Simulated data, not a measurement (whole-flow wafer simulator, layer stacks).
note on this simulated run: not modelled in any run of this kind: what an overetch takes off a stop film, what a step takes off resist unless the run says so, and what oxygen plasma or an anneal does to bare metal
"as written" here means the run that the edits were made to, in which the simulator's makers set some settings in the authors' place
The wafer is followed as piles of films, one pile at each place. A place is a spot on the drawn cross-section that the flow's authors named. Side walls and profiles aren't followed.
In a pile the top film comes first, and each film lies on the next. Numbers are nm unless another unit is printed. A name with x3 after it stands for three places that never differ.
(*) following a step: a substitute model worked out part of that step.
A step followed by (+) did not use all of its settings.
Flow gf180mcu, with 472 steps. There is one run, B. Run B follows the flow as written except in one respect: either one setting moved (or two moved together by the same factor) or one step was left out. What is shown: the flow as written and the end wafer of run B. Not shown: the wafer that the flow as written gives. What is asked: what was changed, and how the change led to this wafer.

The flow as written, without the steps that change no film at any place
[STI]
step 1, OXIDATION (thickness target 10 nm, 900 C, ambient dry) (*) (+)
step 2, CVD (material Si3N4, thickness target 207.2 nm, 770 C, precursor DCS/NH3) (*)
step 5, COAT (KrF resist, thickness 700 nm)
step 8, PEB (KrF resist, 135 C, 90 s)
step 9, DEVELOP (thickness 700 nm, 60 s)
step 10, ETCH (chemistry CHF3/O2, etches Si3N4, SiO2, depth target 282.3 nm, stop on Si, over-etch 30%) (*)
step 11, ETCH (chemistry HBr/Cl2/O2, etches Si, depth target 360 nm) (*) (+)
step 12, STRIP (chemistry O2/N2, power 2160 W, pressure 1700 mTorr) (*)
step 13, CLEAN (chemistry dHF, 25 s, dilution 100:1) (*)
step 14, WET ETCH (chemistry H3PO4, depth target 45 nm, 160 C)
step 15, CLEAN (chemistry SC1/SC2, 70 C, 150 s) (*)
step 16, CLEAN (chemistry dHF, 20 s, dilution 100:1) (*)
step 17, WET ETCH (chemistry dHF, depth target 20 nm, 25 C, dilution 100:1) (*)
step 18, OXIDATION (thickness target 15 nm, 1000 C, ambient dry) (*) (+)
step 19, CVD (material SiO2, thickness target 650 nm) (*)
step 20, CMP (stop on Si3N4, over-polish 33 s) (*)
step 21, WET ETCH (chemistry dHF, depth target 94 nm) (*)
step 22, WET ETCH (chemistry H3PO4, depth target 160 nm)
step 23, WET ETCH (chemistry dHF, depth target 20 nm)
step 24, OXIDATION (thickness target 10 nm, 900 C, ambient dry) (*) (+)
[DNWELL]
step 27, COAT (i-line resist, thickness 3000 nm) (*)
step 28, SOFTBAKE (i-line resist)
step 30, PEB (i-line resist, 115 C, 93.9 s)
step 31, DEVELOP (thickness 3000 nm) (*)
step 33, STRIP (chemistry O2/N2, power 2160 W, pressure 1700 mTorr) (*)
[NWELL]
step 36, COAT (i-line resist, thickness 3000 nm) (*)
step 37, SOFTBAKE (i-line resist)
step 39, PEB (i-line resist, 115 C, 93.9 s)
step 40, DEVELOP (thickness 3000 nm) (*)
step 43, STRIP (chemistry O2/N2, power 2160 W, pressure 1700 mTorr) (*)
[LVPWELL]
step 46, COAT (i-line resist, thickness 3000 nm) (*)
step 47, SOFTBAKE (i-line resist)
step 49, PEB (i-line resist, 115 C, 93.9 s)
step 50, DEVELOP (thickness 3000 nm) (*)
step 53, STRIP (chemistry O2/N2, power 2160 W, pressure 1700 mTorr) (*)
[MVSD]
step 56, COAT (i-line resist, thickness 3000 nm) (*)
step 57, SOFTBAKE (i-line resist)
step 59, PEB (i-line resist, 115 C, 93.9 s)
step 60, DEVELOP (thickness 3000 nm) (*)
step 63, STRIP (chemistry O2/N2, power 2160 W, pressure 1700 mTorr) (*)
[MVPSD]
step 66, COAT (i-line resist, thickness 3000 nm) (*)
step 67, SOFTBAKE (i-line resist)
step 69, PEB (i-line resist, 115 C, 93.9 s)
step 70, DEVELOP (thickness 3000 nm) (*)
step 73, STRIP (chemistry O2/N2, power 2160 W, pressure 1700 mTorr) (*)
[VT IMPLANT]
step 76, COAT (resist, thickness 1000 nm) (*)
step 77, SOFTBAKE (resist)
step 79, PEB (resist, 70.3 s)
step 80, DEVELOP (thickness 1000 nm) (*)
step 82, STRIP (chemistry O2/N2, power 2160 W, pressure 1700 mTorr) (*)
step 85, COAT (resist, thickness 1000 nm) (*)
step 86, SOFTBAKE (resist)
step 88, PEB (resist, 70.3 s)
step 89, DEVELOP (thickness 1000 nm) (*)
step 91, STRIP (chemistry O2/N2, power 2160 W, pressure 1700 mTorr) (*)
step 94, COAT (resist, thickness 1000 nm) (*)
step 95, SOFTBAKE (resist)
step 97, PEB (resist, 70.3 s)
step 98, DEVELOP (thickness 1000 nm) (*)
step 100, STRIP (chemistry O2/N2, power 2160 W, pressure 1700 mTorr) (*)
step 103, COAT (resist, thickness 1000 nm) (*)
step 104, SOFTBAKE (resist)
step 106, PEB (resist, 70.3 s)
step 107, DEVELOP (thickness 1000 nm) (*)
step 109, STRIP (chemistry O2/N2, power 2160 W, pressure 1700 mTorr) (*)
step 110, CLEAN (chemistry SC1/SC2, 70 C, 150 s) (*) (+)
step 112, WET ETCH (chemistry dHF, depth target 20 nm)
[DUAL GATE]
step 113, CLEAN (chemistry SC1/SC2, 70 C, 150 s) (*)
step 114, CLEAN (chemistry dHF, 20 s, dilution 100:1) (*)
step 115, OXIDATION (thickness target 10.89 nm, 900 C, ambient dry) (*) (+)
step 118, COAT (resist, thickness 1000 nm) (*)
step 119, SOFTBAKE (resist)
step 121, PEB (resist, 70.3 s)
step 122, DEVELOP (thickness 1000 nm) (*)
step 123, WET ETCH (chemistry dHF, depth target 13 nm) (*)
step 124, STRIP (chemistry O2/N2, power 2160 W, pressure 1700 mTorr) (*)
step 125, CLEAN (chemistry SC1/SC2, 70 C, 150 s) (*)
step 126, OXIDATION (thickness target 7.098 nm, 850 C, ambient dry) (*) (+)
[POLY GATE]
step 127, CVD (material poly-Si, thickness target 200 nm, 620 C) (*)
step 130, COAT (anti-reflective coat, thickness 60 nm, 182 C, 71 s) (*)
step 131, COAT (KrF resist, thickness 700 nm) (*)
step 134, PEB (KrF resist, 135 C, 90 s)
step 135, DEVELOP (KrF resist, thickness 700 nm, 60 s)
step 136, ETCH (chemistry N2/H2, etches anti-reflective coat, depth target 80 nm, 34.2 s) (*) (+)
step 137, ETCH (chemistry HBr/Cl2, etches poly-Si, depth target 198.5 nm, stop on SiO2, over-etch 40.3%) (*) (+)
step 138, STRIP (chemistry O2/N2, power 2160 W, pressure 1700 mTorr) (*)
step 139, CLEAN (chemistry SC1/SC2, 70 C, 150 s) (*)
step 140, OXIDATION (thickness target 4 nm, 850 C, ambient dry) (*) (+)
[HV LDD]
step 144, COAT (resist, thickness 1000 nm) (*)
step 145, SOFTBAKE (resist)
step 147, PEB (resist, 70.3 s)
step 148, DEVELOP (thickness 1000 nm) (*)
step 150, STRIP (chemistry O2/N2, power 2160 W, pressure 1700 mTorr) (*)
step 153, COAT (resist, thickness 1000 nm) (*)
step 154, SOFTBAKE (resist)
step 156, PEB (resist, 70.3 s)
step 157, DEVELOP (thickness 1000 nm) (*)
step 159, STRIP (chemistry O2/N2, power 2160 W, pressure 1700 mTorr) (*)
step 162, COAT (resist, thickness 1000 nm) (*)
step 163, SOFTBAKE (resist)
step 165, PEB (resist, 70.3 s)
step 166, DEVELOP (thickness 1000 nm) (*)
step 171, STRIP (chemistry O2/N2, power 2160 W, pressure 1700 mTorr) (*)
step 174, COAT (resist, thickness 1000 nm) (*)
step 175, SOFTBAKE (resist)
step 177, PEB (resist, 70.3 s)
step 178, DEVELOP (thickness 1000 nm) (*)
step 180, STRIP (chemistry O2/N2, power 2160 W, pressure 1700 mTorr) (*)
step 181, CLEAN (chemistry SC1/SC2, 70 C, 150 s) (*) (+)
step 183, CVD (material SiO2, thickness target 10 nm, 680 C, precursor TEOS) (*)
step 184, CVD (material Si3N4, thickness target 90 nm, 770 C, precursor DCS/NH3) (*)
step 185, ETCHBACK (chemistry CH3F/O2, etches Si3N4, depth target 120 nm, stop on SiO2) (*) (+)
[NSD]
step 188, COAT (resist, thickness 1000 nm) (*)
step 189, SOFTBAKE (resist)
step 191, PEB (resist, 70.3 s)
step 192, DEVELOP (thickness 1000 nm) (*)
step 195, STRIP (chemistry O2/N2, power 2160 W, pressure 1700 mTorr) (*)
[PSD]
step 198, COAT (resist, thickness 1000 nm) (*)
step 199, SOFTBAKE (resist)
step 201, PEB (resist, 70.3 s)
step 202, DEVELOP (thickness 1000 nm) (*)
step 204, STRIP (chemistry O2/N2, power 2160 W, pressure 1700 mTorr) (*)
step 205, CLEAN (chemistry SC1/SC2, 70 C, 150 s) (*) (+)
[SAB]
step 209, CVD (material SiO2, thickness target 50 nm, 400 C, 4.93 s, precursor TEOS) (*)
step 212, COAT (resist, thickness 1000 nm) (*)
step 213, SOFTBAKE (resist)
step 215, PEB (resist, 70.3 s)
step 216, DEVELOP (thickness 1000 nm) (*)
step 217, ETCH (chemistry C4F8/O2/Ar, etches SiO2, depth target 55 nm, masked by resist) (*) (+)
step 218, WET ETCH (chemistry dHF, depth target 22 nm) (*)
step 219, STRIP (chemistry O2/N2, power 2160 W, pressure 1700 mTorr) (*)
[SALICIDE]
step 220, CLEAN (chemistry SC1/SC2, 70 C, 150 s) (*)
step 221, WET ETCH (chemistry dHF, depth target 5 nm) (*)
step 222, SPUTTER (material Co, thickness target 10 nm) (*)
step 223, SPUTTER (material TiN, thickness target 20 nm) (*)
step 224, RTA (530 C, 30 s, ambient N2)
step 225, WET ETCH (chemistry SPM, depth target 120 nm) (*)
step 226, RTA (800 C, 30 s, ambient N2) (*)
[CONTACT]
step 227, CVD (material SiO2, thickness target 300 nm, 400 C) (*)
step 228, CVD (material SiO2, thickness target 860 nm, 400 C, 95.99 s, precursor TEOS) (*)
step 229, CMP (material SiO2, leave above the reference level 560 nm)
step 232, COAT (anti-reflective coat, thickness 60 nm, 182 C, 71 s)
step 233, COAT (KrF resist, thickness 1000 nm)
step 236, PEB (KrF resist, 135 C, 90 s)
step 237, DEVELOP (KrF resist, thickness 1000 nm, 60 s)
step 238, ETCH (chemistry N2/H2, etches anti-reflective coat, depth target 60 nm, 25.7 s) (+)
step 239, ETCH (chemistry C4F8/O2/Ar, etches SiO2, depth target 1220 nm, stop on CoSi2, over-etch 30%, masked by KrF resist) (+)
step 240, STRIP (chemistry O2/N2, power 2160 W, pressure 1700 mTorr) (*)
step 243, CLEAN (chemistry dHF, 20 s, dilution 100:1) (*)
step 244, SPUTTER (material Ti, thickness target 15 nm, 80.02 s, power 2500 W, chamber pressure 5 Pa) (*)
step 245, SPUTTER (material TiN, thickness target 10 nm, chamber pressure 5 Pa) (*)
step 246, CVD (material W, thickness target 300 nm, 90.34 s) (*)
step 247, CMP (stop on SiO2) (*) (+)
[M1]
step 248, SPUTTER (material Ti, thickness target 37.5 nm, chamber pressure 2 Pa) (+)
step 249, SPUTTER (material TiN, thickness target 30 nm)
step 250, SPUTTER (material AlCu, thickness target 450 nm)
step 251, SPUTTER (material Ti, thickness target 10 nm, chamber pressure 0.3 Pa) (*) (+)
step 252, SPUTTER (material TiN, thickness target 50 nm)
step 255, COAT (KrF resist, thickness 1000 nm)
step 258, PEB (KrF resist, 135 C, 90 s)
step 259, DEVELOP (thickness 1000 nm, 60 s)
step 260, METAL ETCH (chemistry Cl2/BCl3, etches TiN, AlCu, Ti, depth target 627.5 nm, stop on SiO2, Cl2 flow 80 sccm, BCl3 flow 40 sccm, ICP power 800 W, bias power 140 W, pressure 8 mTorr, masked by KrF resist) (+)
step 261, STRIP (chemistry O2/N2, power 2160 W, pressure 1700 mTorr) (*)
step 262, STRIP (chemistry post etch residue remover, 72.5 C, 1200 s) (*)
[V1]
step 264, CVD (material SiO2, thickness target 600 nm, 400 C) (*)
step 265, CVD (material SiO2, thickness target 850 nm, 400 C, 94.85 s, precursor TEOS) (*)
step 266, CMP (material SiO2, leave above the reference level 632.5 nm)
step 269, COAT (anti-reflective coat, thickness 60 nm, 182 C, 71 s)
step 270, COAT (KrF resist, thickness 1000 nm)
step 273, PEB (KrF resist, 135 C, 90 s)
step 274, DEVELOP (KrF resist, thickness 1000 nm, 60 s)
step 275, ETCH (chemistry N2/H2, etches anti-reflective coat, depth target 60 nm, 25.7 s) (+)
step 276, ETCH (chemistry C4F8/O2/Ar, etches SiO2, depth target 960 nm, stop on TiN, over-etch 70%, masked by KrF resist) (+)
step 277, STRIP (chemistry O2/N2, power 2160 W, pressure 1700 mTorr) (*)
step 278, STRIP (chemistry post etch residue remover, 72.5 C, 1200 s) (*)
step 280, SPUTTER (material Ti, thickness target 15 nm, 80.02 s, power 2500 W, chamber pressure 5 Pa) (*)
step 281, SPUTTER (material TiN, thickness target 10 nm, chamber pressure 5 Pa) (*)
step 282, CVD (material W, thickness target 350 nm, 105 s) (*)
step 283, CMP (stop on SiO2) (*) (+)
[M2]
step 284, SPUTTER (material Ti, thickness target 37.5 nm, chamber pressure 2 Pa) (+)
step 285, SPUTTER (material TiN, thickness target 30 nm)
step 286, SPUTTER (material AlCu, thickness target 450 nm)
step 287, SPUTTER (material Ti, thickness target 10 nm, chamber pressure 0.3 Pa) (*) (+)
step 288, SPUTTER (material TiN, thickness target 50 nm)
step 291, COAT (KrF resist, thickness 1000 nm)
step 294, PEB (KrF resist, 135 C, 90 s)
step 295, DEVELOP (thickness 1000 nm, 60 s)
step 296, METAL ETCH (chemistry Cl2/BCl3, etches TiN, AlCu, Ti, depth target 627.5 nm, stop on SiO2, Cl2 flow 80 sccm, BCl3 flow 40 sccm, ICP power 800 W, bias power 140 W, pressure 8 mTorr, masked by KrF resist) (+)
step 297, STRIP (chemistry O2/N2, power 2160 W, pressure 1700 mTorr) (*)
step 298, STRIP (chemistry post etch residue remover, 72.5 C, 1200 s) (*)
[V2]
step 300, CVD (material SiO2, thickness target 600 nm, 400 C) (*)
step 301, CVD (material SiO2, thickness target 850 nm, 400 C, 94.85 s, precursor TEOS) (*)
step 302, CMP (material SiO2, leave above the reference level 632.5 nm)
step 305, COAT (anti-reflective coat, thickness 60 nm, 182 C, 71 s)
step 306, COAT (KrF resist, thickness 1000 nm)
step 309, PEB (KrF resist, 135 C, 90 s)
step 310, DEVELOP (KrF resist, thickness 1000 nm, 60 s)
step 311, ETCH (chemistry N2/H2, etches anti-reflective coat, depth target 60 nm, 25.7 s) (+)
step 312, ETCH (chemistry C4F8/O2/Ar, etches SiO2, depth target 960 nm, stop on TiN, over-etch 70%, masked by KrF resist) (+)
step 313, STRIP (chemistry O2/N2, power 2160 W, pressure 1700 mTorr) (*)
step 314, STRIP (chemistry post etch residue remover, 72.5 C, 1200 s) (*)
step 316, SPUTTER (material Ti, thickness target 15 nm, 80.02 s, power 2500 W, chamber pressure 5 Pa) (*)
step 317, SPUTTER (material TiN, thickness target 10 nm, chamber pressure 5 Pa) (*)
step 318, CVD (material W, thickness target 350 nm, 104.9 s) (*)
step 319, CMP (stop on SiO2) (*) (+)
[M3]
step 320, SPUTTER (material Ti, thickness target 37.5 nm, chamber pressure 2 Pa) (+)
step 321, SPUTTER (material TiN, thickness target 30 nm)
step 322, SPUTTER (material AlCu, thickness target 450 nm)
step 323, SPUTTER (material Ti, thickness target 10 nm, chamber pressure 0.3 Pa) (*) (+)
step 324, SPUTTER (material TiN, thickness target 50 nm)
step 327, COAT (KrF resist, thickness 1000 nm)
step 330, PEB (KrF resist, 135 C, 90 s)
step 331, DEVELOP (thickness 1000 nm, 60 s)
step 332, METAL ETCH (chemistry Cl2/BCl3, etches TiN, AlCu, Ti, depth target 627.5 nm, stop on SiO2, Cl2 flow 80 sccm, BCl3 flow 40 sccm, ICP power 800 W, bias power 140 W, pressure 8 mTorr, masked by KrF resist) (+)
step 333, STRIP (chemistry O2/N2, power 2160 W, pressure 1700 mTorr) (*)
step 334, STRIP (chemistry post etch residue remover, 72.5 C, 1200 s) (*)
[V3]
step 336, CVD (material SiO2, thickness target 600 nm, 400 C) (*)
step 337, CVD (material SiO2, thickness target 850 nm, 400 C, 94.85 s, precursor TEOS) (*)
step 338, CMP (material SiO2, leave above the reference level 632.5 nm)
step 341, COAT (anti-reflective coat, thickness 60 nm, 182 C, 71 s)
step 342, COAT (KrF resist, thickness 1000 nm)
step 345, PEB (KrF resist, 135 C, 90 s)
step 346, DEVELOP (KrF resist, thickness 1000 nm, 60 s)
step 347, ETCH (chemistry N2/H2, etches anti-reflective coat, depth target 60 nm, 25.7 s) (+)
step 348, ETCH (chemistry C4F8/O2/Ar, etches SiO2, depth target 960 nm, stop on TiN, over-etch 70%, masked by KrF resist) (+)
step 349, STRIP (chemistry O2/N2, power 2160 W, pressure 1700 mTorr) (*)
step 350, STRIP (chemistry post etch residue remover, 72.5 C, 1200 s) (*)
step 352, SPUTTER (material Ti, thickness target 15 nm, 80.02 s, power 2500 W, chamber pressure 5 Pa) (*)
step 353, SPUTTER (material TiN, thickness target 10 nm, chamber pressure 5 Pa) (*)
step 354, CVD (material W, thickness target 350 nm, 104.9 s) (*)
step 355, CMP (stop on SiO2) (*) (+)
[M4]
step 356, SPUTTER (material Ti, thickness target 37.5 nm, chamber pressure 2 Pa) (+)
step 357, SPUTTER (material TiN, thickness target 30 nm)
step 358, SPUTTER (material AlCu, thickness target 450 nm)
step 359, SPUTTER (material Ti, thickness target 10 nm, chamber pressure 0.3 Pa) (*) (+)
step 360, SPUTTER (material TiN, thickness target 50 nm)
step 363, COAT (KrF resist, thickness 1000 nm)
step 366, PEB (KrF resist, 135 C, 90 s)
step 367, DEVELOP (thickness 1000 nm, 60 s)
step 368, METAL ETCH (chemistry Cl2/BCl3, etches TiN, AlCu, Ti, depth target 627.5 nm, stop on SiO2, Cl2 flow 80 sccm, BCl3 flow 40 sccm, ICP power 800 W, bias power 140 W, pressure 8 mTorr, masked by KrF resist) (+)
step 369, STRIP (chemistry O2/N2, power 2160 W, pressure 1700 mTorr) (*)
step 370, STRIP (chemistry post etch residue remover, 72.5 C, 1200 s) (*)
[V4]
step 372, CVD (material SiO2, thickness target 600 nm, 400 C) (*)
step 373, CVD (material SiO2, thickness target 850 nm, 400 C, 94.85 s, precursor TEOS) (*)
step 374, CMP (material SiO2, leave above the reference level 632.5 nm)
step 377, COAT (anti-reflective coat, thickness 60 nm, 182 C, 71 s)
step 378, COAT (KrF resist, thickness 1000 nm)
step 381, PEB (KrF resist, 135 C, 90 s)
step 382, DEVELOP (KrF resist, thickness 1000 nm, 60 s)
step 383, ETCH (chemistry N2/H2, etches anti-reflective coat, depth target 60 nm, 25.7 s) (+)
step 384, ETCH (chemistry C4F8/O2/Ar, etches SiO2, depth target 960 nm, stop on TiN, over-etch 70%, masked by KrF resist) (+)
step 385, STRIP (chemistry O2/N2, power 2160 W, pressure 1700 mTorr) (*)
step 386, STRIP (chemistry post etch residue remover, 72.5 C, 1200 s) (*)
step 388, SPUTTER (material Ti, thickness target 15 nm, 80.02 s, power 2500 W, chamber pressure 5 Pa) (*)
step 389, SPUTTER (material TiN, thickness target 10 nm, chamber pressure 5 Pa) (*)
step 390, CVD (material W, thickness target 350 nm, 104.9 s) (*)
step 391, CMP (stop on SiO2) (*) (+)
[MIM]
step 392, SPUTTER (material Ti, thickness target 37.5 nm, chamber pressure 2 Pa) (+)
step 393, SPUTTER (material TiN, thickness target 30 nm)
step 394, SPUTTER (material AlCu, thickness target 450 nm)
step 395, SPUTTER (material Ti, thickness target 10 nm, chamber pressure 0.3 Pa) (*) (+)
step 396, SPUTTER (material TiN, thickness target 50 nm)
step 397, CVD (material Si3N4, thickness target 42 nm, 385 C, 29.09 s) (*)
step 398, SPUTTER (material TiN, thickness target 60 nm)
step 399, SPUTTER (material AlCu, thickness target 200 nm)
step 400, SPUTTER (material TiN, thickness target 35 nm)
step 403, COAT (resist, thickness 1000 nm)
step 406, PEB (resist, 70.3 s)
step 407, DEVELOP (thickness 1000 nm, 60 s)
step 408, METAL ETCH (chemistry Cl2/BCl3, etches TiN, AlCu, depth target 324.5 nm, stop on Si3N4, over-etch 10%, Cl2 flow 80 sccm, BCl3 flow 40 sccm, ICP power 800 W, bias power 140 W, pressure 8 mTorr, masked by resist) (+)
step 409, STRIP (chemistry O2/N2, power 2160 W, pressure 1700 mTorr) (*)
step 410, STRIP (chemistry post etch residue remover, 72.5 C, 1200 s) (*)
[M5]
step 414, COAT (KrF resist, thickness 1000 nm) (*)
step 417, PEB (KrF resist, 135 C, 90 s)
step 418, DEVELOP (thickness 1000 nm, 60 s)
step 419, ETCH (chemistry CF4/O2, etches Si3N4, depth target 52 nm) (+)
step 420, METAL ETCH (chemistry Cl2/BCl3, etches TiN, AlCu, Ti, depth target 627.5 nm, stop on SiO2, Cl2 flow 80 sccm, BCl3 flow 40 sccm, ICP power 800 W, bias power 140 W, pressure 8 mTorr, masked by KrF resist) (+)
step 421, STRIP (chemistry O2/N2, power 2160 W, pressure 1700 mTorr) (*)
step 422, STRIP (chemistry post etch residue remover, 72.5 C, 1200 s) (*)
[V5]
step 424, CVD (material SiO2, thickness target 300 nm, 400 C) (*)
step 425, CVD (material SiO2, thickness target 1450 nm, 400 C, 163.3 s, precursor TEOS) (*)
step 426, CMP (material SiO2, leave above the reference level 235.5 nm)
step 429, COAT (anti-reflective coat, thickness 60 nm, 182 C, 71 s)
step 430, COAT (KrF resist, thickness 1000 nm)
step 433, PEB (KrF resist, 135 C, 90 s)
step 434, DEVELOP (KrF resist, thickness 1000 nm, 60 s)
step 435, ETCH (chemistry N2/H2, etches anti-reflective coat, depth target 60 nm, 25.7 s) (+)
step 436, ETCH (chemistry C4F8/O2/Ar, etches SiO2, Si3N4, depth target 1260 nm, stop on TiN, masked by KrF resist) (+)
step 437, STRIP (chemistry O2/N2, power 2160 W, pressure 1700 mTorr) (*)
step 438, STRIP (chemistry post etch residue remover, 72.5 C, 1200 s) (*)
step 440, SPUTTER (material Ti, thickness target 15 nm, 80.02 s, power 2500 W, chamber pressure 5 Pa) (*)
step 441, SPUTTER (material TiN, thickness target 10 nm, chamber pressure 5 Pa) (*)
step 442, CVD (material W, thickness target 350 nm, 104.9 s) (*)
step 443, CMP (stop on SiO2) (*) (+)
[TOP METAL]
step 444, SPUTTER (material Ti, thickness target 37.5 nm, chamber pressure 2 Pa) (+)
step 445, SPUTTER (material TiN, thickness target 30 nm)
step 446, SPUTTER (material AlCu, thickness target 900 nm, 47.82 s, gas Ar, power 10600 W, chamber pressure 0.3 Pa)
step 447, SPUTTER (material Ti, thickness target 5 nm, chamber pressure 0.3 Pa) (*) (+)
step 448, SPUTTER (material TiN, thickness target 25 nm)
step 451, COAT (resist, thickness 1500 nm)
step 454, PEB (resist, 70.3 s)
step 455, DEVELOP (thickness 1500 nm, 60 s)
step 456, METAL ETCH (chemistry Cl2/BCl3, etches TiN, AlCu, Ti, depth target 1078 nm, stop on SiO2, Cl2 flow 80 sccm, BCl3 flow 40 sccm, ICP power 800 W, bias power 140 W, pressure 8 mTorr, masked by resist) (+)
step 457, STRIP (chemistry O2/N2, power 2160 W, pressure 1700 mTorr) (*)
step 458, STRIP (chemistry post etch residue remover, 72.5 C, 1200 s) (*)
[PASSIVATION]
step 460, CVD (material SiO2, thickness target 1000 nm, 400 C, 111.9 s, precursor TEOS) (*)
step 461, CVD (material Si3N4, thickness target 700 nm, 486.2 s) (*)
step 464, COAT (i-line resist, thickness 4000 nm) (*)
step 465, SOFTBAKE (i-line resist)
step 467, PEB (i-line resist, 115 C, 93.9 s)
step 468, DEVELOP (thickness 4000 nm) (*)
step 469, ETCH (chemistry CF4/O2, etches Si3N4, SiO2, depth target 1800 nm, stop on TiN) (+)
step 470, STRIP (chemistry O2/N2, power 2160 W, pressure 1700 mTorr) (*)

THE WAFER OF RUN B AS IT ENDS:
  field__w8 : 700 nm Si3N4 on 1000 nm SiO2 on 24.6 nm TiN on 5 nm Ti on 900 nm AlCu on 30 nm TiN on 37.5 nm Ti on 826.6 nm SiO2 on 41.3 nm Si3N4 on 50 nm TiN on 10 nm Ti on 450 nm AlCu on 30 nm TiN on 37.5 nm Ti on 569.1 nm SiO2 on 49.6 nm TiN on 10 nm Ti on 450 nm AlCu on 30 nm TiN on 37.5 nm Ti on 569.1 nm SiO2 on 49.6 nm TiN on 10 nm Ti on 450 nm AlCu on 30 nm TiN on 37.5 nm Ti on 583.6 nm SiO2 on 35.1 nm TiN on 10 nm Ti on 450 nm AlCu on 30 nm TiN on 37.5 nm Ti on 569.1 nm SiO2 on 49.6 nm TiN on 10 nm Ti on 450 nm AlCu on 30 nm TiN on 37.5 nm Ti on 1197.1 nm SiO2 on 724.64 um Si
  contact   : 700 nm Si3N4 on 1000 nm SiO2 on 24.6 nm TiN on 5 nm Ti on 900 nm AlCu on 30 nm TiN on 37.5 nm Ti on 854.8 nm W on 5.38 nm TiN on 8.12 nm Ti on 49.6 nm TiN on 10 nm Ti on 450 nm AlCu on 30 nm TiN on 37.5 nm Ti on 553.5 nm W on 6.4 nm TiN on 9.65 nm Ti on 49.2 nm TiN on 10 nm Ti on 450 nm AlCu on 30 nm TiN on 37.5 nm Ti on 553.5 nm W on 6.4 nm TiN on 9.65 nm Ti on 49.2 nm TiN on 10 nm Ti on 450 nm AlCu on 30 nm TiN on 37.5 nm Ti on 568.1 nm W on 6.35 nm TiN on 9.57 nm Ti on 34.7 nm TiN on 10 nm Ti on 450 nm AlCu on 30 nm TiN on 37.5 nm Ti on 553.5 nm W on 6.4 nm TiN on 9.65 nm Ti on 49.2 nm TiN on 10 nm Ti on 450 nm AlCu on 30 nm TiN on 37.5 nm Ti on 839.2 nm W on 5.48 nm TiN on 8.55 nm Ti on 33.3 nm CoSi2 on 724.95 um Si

What caused this: step 288, SPUTTER: thickness target 35.5 nm was run, though the flow has thickness target 50 nm.

Step by step, how the change led to this:
  step 288, SPUTTER (material TiN, thickness target 50 nm)
      field, field__w1, field__w2 and 108 more: +35.5 TiN (new film) (as written it would have been: +50 TiN (new film))
  step 296, METAL ETCH (chemistry Cl2/BCl3, etches TiN, AlCu, Ti, depth target 627.5 nm, stop on SiO2, Cl2 flow 80 sccm, BCl3 flow 40 sccm, ICP power 800 W, bias power 140 W, pressure 8 mTorr, masked by KrF resist) (+)
      field, field__w1, field__w2 and 103 more: -35.5 TiN (all of it), -10 Ti (all of it), -450 AlCu (all of it), -30 TiN (all of it), -37.5 Ti (all of it) (as written it would have been: -50 TiN (all of it), -10 Ti (all of it), -450 AlCu (all of it), -30 TiN (all of it), -37.5 Ti (all of it))
  step 312, ETCH (chemistry C4F8/O2/Ar, etches SiO2, depth target 960 nm, stop on TiN, over-etch 70%, masked by KrF resist) (+)
      contact: -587 SiO2 (all of it) (as written it would have been: -572.5 SiO2 (all of it))
